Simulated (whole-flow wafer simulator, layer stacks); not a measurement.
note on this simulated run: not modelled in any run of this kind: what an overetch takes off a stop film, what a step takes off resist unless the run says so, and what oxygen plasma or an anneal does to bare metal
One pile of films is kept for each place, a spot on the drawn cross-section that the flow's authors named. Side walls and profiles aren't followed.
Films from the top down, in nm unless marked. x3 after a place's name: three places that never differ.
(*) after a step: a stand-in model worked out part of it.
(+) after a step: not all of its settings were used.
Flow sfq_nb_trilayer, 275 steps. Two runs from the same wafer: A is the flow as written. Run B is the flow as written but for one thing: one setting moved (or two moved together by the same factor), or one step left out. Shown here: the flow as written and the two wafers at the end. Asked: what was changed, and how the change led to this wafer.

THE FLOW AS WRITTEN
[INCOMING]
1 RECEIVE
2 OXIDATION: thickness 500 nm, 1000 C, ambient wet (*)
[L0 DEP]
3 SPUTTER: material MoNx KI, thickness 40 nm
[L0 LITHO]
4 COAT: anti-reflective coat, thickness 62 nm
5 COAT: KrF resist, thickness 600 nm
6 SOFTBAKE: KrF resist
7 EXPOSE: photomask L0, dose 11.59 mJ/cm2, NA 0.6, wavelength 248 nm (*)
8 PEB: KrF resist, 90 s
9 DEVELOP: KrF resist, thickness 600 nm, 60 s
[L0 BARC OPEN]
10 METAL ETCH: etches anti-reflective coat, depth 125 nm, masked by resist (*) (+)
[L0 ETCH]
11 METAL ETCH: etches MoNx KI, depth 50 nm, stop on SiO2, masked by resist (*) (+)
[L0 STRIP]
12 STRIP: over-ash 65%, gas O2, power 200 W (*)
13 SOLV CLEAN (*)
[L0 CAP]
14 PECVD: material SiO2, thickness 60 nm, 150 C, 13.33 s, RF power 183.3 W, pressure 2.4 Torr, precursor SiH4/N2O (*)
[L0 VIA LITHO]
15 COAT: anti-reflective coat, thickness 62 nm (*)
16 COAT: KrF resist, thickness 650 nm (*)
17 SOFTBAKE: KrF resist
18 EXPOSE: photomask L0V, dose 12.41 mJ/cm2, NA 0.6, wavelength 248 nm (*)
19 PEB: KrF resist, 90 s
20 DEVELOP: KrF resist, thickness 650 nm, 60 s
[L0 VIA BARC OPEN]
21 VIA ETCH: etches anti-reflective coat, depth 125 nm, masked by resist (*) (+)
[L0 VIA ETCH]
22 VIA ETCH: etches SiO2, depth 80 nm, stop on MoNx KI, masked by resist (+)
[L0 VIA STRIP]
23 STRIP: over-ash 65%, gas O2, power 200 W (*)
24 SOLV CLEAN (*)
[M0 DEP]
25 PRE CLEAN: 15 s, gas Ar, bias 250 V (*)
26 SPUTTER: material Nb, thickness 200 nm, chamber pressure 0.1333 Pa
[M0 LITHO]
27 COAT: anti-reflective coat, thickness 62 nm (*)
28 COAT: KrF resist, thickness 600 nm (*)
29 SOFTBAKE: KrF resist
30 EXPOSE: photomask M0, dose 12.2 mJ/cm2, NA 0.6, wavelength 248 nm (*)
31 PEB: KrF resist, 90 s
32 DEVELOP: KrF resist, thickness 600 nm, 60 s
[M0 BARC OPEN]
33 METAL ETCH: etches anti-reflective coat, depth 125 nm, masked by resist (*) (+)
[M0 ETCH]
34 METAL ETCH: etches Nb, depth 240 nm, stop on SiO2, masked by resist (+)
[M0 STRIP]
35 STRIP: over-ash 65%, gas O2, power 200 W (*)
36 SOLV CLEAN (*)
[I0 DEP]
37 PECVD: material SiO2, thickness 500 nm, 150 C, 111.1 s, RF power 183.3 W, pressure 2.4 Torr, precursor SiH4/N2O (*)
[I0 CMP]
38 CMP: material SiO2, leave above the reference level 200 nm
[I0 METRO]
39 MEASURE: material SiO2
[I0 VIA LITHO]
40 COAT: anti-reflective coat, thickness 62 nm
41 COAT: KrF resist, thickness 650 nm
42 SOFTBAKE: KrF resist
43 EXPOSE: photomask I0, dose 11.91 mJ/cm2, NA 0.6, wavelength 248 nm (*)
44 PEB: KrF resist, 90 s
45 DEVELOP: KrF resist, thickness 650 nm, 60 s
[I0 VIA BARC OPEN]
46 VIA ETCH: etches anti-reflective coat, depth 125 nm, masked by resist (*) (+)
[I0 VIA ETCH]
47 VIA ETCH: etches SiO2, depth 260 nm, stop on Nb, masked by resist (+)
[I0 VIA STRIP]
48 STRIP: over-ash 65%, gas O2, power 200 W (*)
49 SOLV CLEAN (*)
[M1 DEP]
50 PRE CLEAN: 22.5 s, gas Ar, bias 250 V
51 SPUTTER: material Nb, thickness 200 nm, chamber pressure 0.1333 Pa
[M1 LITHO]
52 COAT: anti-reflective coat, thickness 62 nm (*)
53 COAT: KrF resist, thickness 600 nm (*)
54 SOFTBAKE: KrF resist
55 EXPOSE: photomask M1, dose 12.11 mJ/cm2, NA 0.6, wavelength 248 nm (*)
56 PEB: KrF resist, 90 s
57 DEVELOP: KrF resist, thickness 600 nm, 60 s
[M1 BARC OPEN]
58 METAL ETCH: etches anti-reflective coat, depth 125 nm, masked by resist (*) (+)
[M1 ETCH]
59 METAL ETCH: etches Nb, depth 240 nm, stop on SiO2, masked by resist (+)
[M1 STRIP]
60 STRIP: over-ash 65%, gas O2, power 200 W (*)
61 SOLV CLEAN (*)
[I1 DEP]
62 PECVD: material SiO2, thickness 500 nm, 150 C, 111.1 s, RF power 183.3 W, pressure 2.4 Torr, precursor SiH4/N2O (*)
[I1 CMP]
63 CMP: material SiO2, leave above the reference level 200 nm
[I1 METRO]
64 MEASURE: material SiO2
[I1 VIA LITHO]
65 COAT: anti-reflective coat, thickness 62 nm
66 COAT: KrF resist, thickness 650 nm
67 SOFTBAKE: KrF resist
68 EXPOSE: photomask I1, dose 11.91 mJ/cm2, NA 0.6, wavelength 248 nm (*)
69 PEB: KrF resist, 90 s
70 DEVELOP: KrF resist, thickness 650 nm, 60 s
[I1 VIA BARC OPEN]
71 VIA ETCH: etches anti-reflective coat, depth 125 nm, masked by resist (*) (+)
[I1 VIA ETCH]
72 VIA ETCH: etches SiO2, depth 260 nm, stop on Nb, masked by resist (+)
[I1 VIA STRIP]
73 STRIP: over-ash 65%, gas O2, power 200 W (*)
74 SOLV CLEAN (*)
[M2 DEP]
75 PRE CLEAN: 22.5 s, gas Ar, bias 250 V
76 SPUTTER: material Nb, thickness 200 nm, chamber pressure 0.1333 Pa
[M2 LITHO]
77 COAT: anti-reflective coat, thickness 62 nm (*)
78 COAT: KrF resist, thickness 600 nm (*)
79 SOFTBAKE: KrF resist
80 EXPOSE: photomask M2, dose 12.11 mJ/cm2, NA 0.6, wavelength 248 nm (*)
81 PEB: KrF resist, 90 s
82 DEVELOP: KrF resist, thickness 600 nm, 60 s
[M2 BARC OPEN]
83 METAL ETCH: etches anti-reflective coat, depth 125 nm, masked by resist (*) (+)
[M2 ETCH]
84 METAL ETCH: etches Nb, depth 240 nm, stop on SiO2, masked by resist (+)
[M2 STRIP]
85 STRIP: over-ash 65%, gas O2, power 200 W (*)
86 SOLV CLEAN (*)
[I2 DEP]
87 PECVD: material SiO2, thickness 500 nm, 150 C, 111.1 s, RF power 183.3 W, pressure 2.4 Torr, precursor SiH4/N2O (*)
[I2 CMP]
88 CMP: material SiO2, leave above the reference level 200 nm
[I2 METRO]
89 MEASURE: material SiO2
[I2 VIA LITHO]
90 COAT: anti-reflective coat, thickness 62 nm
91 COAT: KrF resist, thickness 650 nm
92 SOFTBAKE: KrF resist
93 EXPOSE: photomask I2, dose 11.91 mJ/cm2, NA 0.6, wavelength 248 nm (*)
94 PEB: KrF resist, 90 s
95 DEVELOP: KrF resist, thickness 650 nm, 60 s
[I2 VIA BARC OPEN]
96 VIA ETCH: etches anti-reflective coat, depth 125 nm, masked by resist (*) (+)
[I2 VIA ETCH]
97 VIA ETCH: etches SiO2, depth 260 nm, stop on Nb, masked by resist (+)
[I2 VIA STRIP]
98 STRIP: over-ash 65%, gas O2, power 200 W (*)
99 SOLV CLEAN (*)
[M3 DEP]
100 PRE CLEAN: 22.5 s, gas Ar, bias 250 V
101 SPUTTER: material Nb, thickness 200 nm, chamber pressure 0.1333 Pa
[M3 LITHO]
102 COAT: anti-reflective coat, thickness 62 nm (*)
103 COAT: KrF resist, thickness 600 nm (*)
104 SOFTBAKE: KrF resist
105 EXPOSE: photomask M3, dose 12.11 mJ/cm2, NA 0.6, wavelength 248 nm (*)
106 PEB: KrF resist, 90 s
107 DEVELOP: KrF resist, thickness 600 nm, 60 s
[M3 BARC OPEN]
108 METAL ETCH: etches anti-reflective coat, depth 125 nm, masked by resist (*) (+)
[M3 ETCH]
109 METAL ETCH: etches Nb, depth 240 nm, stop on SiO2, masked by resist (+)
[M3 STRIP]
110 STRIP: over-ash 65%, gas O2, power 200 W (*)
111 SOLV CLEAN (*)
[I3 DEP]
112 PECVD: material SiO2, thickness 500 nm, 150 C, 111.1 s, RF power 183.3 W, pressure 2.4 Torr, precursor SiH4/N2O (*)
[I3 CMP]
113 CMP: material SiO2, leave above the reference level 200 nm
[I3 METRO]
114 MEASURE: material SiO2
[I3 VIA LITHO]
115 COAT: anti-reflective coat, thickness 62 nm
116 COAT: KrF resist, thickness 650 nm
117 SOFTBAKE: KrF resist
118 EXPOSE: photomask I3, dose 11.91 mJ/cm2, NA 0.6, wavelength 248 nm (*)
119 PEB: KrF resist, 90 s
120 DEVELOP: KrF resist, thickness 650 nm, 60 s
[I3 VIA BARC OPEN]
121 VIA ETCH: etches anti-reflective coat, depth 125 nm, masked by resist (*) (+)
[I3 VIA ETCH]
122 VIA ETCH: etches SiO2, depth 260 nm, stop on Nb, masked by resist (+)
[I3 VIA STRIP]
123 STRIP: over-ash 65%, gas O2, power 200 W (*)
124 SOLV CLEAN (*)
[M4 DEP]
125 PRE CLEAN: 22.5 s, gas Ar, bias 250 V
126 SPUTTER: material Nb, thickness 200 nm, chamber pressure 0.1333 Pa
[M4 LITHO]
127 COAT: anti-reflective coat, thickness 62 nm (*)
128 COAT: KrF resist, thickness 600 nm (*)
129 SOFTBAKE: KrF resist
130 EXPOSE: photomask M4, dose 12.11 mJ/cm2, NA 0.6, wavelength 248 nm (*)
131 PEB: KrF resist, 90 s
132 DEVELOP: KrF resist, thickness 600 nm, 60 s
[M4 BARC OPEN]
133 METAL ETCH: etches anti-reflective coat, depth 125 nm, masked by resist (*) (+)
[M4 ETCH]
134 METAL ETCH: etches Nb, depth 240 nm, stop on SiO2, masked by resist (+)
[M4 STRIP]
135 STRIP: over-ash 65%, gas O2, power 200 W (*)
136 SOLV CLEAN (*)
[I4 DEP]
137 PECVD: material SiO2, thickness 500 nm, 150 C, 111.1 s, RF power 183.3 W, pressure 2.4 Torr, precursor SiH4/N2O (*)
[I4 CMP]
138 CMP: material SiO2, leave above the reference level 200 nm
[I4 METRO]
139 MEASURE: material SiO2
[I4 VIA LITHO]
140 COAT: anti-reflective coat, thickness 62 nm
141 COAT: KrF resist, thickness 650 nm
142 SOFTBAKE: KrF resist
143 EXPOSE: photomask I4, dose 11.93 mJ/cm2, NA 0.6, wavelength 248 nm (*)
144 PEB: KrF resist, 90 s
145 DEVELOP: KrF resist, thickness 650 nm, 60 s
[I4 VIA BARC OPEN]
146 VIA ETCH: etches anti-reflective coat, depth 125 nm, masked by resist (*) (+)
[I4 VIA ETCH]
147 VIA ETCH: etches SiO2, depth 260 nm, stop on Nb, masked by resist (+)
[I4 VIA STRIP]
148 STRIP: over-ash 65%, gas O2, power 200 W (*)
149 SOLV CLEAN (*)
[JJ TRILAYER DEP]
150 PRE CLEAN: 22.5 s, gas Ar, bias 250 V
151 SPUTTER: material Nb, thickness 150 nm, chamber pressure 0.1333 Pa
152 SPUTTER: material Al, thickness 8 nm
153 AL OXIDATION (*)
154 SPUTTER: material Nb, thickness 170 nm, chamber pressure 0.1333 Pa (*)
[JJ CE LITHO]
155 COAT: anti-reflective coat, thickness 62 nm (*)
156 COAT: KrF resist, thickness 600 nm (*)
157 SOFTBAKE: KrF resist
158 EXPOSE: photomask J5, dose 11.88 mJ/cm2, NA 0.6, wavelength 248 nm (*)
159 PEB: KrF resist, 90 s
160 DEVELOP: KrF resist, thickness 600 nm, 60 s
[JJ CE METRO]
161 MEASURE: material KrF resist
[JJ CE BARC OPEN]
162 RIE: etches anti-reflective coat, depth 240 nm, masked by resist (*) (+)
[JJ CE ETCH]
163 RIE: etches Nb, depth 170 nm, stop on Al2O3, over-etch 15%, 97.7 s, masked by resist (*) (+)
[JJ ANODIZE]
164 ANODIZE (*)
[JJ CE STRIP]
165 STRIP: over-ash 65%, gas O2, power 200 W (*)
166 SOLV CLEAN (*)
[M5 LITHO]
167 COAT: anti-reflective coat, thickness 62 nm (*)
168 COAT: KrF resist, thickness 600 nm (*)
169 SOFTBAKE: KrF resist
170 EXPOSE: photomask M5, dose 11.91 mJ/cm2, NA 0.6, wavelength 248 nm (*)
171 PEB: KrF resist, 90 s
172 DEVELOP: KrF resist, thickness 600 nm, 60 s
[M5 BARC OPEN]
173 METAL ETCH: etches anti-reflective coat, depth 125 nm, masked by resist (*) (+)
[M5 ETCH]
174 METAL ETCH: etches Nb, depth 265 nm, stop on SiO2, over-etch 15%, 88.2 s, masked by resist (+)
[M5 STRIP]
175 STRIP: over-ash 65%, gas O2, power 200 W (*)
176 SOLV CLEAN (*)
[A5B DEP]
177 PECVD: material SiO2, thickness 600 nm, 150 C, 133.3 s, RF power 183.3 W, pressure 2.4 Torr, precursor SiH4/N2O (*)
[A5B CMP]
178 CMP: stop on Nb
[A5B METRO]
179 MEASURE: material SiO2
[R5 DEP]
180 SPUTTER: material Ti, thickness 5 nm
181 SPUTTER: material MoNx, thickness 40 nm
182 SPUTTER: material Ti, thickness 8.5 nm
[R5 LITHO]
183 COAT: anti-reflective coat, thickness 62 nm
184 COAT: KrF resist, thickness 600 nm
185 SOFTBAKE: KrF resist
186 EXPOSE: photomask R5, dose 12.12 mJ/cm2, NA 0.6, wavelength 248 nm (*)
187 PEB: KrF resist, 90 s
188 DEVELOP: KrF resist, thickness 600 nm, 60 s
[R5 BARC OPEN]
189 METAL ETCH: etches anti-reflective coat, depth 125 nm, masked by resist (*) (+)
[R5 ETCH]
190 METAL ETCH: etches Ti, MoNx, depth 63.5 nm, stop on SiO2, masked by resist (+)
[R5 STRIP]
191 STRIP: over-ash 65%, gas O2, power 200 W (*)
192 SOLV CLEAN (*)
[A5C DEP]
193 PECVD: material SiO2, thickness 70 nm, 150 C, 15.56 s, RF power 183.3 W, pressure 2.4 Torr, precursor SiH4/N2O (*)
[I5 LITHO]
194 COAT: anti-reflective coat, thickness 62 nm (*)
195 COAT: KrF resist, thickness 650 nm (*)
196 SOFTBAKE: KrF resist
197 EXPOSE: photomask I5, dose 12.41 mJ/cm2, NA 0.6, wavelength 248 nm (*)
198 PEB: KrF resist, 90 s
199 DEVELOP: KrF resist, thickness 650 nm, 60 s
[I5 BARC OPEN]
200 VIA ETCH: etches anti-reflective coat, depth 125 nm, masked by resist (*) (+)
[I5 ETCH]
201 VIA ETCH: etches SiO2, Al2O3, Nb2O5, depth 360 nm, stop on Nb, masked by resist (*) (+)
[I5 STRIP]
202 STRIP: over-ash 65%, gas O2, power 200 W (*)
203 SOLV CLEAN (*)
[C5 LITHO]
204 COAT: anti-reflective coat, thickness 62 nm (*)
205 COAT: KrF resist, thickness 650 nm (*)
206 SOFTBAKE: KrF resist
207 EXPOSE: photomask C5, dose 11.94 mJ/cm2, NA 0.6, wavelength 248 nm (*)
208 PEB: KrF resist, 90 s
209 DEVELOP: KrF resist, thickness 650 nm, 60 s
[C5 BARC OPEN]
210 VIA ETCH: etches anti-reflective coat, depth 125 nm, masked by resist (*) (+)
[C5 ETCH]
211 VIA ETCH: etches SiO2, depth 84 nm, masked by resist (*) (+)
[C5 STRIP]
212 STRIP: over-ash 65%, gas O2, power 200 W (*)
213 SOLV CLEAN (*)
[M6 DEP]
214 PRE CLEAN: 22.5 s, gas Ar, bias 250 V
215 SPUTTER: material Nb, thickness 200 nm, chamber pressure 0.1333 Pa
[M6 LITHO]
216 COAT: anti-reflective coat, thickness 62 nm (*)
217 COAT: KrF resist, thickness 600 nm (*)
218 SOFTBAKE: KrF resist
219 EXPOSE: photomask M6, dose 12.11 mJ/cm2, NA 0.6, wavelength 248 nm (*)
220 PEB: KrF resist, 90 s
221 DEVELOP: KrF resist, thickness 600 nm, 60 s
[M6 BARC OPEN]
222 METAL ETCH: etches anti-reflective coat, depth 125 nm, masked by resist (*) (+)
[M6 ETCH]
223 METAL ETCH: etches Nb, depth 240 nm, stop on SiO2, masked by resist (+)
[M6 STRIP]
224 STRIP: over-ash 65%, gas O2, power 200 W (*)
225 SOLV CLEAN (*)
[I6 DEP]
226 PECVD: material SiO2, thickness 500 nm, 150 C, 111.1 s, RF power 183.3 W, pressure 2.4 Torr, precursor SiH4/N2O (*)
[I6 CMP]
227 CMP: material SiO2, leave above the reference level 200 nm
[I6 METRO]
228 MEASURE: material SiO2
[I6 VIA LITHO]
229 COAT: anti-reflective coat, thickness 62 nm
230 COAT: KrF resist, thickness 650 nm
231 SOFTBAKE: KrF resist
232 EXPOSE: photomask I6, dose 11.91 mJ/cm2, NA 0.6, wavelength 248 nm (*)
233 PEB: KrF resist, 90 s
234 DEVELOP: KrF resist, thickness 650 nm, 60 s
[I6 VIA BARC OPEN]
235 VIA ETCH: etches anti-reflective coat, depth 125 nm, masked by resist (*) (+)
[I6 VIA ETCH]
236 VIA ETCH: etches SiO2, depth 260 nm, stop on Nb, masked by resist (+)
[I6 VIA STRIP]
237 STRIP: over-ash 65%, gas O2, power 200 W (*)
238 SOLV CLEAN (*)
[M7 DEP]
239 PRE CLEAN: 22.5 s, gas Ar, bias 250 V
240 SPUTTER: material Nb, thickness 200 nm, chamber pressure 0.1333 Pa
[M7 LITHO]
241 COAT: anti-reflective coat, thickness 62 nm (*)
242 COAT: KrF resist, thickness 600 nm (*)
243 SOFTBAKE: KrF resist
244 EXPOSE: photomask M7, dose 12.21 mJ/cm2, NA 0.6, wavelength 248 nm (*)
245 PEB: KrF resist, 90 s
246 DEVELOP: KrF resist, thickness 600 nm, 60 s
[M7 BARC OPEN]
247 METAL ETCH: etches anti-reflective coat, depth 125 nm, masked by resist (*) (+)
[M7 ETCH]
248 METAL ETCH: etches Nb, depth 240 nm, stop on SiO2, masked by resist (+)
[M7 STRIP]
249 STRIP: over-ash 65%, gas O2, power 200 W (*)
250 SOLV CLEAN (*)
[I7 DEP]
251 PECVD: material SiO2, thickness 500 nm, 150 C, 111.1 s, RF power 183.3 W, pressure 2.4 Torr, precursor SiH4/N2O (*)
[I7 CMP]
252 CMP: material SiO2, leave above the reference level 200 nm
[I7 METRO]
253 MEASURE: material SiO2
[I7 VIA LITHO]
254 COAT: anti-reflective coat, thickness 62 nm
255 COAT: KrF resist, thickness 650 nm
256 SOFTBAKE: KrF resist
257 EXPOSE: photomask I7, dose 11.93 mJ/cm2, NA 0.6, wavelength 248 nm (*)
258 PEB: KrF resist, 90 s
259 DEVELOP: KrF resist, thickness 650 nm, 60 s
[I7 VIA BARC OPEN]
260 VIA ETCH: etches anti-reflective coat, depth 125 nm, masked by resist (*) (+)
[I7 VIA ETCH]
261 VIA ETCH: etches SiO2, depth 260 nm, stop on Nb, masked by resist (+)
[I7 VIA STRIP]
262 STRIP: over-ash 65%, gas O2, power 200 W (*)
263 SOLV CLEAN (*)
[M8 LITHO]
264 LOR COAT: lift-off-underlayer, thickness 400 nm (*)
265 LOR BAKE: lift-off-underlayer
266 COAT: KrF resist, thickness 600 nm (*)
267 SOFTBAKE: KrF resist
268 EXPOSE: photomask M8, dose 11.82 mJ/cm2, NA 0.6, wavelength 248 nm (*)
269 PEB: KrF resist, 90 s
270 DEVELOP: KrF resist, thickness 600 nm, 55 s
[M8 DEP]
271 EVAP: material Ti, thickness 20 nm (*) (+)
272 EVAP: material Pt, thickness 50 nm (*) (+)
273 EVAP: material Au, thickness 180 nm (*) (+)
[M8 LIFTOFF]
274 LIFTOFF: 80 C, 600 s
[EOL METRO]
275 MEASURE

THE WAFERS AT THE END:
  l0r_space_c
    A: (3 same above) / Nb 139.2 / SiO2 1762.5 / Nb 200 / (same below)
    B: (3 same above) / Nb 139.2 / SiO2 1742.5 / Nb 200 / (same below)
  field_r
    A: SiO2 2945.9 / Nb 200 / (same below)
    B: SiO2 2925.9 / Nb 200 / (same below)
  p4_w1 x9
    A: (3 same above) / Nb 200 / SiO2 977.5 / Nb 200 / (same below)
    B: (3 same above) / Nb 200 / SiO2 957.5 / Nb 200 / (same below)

The cause: step 76, SPUTTER: thickness 180 nm was run, where the flow has thickness 200 nm.

How the change led to this, step by step:
  76 SPUTTER: material Nb, thickness 200 nm, chamber pressure 0.1333 Pa
      field_l, v_sur, via_wl and 102 more: A Nb +200 (new film) | B Nb +180 (new film)
      via_v: A Nb +174.5 | B Nb +157.4
  84 METAL ETCH: etches Nb, depth 240 nm, stop on SiO2, masked by resist (+)
      field_l, be, be_sur and 81 more: A Nb -200 (all of it) | B Nb -180 (all of it)
  88 CMP: material SiO2, leave above the reference level 200 nm
      field_l, be, be_sur and 81 more: A SiO2 -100 | B SiO2 -120
